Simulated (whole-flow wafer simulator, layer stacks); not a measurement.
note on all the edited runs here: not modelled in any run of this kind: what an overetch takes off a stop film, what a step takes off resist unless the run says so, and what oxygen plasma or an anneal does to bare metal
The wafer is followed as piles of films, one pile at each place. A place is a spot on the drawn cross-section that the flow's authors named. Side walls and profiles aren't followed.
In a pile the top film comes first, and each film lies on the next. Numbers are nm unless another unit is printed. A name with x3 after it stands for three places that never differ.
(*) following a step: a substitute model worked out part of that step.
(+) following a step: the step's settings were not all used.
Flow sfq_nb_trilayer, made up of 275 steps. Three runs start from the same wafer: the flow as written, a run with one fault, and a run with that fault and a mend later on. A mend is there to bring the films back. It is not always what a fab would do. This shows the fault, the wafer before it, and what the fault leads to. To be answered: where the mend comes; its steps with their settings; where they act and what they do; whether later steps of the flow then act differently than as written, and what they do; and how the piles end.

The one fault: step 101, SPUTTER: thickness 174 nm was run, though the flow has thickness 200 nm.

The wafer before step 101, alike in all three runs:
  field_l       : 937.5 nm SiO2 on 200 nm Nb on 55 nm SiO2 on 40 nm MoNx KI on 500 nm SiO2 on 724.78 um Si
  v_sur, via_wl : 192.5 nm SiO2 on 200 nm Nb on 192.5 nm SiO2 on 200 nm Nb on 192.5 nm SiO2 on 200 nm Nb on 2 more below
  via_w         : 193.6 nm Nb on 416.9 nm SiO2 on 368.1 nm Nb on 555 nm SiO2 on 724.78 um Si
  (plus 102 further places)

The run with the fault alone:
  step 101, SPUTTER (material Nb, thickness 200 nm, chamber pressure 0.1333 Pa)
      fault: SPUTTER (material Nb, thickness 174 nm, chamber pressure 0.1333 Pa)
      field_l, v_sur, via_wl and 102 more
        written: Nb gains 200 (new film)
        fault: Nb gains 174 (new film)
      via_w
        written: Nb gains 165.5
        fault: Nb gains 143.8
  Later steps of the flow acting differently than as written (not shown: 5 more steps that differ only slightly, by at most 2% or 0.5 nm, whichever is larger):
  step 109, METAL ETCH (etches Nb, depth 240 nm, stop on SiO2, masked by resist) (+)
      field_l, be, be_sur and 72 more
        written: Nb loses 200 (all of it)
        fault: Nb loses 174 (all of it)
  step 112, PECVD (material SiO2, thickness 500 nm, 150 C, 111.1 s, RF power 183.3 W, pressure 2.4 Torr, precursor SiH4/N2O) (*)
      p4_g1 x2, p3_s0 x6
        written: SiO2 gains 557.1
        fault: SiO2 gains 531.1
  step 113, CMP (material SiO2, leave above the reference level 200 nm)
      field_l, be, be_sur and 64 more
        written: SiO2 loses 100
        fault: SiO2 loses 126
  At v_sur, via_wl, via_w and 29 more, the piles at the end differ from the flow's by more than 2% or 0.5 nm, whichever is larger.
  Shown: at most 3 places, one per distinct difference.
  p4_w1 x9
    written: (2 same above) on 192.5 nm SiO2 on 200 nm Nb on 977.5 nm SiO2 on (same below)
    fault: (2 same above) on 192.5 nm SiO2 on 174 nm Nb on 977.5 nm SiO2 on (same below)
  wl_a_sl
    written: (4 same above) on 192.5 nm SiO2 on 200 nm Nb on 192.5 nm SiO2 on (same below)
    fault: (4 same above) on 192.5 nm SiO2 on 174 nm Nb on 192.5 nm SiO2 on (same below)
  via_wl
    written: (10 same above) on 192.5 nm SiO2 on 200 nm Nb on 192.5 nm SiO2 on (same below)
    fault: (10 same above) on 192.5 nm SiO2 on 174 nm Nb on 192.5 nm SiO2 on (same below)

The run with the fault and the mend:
  After step 101 comes the mend.
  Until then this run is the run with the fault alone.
  step 101a, SPUTTER (material Nb, thickness 26 nm, chamber pressure 0.1333 Pa) (the flow's step 101 again, with other settings)
      field_l, v_sur, via_wl and 102 more
        Nb gains 26
      via_w
        Nb gains 19.7
  None of the later steps of the flow differs from how it acts as written, at any place that is followed, by more than 2% or 0.5 nm, whichever is larger.
  At the end the piles are close to the flow's at the places that both follow, differing by at most 2% or 0.5 nm, whichever is larger.
